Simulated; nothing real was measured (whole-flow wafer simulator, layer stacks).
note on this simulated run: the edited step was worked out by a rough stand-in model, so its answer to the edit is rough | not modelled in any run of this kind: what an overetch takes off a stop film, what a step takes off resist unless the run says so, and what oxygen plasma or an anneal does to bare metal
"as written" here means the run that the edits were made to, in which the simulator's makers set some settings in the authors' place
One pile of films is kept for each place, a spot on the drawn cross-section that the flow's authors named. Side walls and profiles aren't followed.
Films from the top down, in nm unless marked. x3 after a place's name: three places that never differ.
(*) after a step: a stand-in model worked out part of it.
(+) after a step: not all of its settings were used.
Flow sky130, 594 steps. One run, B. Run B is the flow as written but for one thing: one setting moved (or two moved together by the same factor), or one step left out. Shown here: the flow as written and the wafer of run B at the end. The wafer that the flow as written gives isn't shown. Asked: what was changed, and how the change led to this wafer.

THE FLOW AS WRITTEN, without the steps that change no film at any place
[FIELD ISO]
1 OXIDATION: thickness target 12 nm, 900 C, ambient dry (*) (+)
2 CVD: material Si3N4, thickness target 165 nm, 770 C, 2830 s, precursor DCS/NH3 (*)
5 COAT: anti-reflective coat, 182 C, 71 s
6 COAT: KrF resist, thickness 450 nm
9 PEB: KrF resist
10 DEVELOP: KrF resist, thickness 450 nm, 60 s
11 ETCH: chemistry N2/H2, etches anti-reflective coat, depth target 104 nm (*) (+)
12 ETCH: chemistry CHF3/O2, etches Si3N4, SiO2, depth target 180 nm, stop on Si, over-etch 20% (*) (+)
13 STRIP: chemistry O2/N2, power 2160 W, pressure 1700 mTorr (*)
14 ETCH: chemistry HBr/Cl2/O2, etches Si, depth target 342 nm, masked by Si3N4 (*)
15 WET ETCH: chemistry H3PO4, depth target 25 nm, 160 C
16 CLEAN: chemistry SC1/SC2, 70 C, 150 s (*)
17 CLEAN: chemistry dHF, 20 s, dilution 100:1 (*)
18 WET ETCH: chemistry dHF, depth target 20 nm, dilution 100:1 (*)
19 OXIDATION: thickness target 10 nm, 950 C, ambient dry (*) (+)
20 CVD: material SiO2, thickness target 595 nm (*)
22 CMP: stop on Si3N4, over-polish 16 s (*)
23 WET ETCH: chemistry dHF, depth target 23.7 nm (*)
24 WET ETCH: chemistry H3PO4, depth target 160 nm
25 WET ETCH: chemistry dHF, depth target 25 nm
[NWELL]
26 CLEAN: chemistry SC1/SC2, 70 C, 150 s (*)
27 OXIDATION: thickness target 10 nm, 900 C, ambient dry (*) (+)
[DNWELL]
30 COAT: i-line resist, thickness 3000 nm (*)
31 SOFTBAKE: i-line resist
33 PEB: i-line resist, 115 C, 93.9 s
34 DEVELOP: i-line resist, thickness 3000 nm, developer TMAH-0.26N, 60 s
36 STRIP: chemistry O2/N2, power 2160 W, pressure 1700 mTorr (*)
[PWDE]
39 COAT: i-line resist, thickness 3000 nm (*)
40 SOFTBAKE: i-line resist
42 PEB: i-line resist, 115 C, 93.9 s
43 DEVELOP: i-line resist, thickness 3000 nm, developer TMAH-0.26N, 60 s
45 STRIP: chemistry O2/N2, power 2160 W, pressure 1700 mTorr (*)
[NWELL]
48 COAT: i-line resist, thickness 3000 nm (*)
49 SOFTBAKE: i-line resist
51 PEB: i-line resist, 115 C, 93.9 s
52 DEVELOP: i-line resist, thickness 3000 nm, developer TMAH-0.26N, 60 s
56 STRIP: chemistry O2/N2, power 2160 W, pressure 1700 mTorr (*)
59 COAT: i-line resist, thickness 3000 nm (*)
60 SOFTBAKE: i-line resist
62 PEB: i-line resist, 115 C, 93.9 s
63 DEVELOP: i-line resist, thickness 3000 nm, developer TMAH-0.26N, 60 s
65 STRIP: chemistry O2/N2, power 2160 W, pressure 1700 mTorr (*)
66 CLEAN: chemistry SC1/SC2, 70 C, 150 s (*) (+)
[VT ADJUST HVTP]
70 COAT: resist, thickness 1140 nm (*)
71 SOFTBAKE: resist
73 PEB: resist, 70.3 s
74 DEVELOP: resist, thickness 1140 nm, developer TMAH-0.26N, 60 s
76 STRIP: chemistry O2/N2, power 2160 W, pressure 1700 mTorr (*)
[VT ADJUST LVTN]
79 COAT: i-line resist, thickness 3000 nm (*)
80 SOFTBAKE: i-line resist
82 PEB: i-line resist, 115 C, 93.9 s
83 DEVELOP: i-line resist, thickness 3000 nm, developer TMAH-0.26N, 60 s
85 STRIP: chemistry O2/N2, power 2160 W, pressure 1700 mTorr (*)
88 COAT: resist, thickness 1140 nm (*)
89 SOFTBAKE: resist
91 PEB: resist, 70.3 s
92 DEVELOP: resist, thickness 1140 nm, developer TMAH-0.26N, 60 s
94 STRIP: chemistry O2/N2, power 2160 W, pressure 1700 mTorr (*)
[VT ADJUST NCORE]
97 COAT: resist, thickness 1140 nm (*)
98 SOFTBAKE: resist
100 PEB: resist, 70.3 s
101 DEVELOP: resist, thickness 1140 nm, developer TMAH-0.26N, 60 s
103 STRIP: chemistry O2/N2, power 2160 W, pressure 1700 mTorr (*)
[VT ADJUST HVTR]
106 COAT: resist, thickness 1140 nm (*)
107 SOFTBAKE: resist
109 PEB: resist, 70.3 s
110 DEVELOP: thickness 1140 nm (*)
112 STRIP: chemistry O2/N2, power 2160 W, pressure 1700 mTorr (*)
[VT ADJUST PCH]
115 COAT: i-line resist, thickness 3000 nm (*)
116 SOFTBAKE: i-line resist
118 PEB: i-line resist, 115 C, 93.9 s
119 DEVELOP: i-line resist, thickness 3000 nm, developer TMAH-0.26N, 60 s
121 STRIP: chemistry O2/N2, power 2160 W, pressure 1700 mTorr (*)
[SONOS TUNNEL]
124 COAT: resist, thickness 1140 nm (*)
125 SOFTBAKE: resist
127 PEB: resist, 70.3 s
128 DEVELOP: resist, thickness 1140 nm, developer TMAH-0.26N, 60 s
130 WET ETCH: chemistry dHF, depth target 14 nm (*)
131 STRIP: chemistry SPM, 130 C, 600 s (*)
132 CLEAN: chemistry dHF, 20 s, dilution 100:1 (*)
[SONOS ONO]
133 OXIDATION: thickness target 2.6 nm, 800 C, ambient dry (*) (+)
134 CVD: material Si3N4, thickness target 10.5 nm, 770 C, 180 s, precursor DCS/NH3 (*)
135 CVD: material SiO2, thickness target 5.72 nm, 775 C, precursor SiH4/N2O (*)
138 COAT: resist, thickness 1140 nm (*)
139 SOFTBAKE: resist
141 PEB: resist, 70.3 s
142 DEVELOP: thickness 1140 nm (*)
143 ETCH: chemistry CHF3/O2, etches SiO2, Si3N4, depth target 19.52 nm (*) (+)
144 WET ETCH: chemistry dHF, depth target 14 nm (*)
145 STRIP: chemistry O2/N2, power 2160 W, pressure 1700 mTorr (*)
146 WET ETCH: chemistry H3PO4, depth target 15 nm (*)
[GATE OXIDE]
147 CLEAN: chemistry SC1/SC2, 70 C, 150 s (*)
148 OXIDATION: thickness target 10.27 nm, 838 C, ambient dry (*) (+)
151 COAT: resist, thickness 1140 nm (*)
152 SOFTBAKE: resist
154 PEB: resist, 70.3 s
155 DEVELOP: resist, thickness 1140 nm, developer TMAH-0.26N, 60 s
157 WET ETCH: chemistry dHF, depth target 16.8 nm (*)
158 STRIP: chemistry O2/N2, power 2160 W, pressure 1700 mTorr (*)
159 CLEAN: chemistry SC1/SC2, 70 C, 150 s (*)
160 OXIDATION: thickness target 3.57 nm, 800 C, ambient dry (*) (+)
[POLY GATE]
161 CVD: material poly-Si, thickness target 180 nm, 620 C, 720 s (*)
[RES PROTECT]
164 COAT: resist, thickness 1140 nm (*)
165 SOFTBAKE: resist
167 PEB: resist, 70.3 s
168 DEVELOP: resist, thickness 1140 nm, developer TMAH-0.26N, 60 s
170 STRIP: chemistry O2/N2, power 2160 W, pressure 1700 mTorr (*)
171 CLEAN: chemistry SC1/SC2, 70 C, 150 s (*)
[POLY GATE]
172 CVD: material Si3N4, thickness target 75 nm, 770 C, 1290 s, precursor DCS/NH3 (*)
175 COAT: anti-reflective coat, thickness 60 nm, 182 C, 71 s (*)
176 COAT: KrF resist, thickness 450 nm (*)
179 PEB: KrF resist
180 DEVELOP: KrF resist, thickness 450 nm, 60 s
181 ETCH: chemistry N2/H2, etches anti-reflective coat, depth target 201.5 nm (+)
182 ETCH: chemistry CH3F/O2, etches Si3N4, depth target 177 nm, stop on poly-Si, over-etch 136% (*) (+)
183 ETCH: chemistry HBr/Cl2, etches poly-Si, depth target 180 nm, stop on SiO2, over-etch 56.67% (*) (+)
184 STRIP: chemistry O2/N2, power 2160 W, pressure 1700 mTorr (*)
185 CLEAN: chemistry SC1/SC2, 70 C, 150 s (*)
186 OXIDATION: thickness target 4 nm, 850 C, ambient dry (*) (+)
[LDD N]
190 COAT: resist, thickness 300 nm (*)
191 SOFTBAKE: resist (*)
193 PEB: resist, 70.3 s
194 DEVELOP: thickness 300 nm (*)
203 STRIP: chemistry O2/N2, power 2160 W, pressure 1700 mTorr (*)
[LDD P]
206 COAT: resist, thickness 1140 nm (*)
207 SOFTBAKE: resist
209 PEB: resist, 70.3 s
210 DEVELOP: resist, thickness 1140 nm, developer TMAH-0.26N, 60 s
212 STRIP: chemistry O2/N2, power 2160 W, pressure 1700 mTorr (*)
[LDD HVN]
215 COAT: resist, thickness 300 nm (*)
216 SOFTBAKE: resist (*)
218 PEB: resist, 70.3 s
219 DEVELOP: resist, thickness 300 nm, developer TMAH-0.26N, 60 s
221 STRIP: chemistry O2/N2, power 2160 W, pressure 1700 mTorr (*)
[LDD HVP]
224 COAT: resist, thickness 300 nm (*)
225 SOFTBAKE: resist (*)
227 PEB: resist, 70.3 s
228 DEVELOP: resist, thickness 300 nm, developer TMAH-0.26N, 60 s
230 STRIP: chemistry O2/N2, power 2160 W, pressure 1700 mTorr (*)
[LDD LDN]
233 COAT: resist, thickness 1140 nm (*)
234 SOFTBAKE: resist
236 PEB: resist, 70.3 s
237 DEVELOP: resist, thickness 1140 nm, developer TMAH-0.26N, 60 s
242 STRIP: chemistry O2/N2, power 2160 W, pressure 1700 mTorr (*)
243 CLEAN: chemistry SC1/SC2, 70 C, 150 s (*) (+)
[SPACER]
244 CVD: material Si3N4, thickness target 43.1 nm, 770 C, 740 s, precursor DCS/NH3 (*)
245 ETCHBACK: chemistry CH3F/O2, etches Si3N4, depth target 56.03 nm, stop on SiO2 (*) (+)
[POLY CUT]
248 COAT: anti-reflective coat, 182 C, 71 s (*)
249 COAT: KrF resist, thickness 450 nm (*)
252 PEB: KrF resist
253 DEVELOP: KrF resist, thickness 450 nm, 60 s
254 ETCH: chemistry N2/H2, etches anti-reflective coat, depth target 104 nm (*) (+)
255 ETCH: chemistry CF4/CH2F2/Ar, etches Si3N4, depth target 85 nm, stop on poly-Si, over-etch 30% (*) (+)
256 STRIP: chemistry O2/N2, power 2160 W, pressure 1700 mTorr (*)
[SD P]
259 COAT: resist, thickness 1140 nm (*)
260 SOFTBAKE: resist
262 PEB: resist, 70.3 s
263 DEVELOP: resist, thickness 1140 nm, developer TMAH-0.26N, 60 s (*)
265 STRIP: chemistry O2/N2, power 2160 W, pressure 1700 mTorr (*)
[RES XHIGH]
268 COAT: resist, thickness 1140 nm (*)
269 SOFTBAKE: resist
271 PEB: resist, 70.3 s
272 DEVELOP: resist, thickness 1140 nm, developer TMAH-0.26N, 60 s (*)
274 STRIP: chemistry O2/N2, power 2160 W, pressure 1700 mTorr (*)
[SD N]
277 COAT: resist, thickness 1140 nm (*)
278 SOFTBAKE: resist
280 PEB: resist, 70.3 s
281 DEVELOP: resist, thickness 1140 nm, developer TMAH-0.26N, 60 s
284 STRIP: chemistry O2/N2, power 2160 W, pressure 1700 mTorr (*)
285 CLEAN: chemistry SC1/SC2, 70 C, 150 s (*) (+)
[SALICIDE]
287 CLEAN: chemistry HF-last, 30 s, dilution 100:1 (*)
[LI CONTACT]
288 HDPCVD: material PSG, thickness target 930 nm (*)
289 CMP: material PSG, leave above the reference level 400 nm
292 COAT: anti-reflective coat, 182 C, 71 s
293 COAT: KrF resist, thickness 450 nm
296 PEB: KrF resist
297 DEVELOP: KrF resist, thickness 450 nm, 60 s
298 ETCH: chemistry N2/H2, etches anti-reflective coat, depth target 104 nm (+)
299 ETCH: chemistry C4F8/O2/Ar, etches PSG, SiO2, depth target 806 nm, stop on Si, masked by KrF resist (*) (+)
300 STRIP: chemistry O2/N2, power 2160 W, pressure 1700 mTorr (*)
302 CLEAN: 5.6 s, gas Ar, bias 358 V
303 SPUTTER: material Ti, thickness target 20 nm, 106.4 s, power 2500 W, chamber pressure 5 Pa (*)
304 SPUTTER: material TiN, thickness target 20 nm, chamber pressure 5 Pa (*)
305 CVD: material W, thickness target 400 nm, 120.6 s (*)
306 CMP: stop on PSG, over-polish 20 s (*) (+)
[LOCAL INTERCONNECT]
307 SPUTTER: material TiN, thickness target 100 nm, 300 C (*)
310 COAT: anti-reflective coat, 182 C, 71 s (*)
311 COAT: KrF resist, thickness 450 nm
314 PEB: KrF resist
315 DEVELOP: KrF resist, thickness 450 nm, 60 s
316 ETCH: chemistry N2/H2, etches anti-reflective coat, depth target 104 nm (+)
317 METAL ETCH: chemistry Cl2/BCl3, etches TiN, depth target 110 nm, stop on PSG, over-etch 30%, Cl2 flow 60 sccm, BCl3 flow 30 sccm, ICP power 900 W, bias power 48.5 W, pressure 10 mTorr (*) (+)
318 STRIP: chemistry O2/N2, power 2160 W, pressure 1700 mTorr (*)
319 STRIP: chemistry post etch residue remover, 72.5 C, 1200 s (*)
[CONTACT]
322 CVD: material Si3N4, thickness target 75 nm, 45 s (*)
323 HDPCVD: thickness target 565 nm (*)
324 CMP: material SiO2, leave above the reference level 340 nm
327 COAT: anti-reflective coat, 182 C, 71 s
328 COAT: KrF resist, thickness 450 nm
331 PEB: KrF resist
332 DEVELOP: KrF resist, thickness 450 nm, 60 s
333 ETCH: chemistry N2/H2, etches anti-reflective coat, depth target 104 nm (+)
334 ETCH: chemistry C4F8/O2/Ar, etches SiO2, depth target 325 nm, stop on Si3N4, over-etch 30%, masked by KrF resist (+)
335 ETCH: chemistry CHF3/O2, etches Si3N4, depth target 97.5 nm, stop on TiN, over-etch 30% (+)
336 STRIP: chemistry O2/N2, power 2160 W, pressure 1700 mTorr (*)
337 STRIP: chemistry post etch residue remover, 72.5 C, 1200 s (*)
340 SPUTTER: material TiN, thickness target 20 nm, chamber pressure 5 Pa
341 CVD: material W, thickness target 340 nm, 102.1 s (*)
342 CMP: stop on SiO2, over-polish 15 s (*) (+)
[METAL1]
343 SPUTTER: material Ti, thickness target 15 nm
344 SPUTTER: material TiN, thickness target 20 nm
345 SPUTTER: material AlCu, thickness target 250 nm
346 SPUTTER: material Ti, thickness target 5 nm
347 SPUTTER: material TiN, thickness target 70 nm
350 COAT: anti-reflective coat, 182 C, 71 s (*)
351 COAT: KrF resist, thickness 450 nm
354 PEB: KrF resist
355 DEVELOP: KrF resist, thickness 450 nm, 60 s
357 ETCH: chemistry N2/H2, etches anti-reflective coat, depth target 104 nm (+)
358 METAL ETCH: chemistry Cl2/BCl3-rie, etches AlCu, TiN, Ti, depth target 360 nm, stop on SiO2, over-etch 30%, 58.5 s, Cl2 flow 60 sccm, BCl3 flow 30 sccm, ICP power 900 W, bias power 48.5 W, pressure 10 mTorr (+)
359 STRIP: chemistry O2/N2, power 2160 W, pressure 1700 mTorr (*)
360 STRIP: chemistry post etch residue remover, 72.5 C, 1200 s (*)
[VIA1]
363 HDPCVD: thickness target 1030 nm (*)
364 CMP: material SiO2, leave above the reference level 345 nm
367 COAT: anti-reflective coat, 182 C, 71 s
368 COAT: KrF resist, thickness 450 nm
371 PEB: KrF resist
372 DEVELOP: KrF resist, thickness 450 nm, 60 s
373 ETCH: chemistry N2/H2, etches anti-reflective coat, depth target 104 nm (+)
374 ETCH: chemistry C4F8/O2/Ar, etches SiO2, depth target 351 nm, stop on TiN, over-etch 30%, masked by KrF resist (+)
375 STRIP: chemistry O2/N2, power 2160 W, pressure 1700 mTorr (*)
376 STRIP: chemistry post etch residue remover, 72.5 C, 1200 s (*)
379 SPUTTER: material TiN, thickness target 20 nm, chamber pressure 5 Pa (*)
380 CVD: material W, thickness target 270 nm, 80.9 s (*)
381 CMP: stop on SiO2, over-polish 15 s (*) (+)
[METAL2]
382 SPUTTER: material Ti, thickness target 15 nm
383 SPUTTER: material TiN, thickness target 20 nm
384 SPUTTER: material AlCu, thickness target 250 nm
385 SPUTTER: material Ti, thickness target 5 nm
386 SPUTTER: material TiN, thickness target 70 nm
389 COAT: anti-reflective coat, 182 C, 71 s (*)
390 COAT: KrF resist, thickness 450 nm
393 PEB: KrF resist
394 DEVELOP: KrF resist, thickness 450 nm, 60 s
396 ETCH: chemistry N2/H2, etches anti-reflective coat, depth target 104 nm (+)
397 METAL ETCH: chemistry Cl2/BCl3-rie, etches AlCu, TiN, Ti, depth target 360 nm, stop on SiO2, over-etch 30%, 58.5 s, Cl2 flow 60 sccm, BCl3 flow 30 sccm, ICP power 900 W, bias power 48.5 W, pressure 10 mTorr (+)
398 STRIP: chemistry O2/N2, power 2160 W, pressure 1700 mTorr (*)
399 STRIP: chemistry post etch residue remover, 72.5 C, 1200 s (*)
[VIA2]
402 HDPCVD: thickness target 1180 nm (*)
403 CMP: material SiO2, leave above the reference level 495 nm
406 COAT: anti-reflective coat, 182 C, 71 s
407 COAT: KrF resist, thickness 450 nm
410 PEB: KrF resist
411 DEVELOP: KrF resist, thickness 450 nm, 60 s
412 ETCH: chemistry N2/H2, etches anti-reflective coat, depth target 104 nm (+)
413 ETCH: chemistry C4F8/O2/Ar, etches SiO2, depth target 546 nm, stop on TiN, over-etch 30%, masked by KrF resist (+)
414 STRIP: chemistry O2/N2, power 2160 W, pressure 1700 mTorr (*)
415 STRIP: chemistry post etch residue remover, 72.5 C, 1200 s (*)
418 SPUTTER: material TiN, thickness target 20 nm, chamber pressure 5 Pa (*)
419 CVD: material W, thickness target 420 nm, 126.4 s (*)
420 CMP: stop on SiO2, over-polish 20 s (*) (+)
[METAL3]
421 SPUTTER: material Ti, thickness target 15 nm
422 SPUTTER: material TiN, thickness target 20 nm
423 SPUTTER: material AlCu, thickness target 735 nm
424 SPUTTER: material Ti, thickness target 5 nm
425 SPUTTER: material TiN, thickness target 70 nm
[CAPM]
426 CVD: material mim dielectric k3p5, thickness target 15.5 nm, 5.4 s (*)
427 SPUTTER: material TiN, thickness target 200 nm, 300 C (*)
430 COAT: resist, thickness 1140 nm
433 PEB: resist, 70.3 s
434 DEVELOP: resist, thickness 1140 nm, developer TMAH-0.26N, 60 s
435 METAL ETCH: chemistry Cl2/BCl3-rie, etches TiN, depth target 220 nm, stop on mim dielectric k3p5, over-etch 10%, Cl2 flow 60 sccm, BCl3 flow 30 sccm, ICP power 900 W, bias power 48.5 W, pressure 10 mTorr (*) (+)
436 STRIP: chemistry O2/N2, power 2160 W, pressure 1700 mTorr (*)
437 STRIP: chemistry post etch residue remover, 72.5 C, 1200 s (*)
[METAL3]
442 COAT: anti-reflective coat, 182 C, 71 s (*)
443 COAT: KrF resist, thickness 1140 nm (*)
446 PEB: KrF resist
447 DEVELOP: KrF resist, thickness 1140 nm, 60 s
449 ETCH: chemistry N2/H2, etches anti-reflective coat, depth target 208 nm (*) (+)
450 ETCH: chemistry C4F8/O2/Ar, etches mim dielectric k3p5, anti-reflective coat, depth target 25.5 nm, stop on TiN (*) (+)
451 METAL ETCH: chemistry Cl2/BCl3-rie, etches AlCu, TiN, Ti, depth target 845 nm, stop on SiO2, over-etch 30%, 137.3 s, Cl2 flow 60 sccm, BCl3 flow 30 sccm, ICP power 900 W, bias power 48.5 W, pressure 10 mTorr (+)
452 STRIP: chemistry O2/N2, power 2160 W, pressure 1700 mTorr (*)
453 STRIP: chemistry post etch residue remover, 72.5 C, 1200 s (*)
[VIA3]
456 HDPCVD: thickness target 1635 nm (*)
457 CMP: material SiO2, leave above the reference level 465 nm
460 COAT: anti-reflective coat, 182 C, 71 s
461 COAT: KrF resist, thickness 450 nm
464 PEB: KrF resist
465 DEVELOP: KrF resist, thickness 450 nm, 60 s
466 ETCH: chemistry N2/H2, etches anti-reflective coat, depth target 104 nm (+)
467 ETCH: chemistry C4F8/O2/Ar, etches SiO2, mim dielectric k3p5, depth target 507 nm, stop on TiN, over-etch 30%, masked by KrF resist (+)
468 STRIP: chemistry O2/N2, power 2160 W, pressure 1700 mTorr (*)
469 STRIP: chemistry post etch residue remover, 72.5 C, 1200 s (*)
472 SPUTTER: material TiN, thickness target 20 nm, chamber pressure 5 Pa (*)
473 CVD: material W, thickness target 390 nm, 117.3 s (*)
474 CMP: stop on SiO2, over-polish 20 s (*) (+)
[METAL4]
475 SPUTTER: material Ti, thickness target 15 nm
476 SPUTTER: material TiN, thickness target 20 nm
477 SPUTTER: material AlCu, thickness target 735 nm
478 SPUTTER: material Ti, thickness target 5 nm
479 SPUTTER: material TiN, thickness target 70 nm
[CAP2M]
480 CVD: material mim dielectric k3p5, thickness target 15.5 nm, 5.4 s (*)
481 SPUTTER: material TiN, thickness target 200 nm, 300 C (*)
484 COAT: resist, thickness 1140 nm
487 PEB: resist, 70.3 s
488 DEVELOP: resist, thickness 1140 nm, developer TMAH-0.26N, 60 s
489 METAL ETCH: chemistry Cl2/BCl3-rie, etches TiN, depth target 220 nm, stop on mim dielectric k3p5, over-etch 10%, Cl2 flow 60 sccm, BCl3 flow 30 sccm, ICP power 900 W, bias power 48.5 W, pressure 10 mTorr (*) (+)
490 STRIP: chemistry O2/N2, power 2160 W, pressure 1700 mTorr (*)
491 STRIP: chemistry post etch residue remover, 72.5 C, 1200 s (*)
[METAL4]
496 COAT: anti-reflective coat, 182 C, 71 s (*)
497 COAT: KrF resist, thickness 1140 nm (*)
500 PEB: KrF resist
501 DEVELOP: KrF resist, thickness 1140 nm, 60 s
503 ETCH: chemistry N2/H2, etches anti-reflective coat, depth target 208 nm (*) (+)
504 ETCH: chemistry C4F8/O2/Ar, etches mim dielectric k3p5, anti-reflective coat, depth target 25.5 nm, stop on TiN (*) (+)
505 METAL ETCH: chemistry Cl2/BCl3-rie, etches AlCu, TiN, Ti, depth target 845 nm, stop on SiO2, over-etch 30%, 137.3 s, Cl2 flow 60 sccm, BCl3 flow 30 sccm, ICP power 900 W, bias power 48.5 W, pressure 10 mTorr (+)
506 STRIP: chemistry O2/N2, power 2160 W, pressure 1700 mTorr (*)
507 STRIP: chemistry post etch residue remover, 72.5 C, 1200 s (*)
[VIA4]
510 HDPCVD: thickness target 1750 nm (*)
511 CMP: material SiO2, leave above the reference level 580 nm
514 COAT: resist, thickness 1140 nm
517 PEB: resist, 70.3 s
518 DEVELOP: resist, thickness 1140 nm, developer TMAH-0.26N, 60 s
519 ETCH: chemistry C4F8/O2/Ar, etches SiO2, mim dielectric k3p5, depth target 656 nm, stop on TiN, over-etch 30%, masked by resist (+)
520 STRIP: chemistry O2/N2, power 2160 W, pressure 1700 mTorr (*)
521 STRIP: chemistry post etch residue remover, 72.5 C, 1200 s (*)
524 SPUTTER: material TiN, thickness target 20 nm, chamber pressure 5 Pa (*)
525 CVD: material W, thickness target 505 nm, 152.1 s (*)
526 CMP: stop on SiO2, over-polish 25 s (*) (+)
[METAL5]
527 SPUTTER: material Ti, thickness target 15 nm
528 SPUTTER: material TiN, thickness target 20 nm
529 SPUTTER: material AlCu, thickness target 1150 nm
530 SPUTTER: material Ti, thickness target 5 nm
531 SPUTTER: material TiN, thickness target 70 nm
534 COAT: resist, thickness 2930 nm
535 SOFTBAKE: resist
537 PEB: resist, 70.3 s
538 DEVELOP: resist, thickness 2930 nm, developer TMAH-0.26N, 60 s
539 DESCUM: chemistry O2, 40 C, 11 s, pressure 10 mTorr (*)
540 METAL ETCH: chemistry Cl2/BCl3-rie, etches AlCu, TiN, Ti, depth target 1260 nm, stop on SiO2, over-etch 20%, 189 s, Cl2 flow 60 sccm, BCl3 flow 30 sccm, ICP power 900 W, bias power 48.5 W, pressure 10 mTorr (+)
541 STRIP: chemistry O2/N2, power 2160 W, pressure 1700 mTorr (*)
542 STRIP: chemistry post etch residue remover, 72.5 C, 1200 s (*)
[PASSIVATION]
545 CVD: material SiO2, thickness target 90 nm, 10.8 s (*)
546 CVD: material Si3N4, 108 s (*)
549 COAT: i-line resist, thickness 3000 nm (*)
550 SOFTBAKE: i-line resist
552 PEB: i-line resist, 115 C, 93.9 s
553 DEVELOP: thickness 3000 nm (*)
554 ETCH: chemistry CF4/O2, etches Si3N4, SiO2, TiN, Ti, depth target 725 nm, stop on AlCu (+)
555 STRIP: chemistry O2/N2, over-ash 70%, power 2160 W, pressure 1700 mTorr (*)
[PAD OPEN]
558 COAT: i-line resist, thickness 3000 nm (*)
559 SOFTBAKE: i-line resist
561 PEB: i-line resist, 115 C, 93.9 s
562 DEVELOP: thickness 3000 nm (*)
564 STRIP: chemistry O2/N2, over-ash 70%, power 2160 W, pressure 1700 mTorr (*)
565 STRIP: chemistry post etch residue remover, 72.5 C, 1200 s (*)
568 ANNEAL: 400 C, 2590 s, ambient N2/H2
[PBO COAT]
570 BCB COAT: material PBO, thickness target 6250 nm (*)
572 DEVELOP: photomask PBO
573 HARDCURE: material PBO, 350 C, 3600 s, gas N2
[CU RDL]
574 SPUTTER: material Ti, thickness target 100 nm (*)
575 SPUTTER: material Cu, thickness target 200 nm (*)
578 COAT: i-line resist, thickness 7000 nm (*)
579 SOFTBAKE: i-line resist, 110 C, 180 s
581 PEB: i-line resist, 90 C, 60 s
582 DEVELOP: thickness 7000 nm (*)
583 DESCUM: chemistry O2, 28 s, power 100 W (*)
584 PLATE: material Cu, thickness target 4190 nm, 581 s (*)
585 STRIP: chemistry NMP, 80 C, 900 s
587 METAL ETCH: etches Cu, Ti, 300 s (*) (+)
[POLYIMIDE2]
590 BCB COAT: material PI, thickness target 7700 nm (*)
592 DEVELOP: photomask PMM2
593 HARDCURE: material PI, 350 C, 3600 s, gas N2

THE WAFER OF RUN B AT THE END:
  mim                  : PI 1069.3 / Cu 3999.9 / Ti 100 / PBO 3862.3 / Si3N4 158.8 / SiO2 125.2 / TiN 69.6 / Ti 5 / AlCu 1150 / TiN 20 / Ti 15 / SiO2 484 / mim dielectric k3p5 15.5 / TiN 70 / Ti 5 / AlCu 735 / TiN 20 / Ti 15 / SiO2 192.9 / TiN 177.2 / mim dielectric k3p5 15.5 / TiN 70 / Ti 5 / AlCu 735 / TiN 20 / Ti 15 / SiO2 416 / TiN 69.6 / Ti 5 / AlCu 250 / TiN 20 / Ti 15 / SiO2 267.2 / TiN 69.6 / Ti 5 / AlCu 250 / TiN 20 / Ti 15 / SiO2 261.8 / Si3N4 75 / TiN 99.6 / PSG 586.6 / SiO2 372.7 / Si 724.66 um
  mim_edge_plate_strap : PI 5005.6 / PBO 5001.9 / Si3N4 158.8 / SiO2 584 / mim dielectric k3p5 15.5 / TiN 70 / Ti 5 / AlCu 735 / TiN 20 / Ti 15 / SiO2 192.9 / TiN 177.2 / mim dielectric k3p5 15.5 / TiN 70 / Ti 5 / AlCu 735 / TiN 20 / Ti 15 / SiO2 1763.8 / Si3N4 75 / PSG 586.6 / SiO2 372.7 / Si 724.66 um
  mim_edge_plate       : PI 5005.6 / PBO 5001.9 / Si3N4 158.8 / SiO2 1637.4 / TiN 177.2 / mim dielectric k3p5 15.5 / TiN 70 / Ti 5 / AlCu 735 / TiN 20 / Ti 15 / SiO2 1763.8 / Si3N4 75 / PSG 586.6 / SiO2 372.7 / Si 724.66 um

The cause: step 427, SPUTTER: thickness target 178 nm was run, where the flow has thickness target 200 nm.

How the change led to this, step by step:
  427 SPUTTER: material TiN, thickness target 200 nm, 300 C (*)
      field, active, n_well and 188 more: TiN +178 (new film) (as written it would be: TiN +200 (new film))
  435 METAL ETCH: chemistry Cl2/BCl3-rie, etches TiN, depth target 220 nm, stop on mim dielectric k3p5, over-etch 10%, Cl2 flow 60 sccm, BCl3 flow 30 sccm, ICP power 900 W, bias power 48.5 W, pressure 10 mTorr (*) (+)
      field, active, n_well and 185 more: TiN -178 (all of it) (as written it would be: TiN -200 (all of it))
      mim, mim_edge_plate_strap, mim_edge_plate: resist -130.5 (as written it would be: resist -146.7)
  442 COAT: anti-reflective coat, 182 C, 71 s (*)
      rpm_encl, rpm_encl_psd, rpm_encl_urpm: anti-reflective coat +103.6 (new film) (as written it would be: anti-reflective coat +101.2 (new film))
      poly_licon, rpo_hd_licon: anti-reflective coat +63.5 (new film) (as written it would be: anti-reflective coat +57.6 (new film))
      (and at 4 more places)
  443 COAT: KrF resist, thickness 1140 nm (*)
      mim_edge_plate_strap, mim_edge_plate: KrF resist +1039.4 (new film) (as written it would be: KrF resist +1017.4 (new film))
  449 ETCH: chemistry N2/H2, etches anti-reflective coat, depth target 208 nm (*) (+)
      rpm_encl, rpm_encl_psd, rpm_encl_urpm: anti-reflective coat -103.6 (all of it) (as written it would be: anti-reflective coat -101.2 (all of it))
      poly_licon, rpo_hd_licon: anti-reflective coat -63.5 (all of it) (as written it would be: anti-reflective coat -57.6 (all of it))
      (and at 2 more places)
  452 STRIP: chemistry O2/N2, power 2160 W, pressure 1700 mTorr (*)
      mim_edge_plate_strap, mim_edge_plate: KrF resist -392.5 (all of it), anti-reflective coat -3 (all of it) (as written it would be: KrF resist -370.5 (all of it), anti-reflective coat -3 (all of it))
      mim: KrF resist -398.9 (all of it), anti-reflective coat -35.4 (all of it) (as written it would be: KrF resist -378.7 (all of it), anti-reflective coat -40.4 (all of it))
      (and at 1 more place)
